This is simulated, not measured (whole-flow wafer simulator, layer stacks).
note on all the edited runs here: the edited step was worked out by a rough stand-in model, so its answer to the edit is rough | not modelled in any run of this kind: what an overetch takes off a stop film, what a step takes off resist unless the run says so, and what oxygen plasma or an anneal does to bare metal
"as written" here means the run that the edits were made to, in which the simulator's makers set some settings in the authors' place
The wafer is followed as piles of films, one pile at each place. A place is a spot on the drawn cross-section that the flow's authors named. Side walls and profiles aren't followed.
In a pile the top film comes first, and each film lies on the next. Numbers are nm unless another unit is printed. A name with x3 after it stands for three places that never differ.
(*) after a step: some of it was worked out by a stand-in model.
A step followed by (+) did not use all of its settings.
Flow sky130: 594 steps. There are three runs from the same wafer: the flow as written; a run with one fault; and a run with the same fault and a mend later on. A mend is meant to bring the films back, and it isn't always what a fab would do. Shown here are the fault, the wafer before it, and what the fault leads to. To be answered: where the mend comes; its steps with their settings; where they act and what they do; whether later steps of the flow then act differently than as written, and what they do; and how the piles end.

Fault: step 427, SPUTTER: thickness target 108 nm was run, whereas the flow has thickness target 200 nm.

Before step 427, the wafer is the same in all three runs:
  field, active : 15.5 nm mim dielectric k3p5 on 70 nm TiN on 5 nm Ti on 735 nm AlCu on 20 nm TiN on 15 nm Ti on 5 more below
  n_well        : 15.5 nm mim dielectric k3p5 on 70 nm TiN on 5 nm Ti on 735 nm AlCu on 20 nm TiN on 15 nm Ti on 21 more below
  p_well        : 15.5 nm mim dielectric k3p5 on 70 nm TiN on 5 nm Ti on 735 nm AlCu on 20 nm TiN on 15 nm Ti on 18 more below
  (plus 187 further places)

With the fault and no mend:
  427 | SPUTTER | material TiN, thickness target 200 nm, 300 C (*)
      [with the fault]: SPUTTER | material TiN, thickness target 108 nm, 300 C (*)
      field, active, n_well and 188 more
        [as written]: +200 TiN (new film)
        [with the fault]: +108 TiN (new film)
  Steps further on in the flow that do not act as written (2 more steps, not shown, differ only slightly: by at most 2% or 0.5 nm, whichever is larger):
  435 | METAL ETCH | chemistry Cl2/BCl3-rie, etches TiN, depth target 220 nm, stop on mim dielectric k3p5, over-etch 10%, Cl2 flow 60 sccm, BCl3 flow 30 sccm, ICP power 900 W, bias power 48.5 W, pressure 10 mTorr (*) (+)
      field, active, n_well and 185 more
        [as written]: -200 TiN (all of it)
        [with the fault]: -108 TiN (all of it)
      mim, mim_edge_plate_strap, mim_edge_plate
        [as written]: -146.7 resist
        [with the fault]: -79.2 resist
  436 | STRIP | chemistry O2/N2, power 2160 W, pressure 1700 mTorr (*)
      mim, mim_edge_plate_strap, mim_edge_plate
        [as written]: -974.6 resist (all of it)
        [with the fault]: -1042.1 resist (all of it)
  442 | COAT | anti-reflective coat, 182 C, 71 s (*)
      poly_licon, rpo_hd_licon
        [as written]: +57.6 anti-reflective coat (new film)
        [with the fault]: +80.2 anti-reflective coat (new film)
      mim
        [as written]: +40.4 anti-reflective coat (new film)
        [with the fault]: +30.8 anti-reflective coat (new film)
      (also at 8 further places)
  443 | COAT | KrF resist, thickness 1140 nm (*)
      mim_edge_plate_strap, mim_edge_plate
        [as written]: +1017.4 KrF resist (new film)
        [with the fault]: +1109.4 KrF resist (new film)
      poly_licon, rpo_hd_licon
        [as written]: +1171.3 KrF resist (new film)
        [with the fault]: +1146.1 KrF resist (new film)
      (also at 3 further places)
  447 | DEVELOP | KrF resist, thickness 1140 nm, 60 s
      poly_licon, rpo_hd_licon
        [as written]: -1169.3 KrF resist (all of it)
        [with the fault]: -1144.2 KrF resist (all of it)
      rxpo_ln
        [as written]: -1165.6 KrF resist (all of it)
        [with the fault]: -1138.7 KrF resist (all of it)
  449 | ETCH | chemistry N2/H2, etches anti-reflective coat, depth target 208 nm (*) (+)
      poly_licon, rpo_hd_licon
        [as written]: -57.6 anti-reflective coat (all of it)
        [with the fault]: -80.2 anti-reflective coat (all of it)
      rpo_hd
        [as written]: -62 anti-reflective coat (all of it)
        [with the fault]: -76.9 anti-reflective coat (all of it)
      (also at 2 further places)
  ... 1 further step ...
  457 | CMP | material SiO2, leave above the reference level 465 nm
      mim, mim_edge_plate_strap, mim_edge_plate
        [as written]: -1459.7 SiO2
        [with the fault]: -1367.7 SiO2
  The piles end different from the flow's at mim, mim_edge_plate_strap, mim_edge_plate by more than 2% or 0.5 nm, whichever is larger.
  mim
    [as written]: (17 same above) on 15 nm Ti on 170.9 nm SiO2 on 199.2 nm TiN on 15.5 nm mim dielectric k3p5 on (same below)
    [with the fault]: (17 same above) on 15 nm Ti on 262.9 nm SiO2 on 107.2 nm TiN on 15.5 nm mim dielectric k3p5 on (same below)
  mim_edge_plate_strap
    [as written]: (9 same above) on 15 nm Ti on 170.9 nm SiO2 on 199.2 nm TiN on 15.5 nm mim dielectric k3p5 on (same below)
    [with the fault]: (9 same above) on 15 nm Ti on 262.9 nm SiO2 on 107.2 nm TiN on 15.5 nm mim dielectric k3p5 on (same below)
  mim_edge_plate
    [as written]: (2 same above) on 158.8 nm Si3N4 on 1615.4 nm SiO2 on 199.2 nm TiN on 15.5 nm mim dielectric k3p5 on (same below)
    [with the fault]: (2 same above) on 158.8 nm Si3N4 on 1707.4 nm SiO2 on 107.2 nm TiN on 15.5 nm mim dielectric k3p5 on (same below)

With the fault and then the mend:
  The mend follows step 427.
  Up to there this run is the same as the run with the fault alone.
  427a | SPUTTER | material TiN, thickness target 92 nm, 300 C (*) (a further turn of the flow's step 427, with different settings)
      field, active, n_well and 188 more
        +92 TiN
  Later steps of the flow that are run all act as written at every place that is followed.
  The piles end the same as the flow's at every place that both follow.
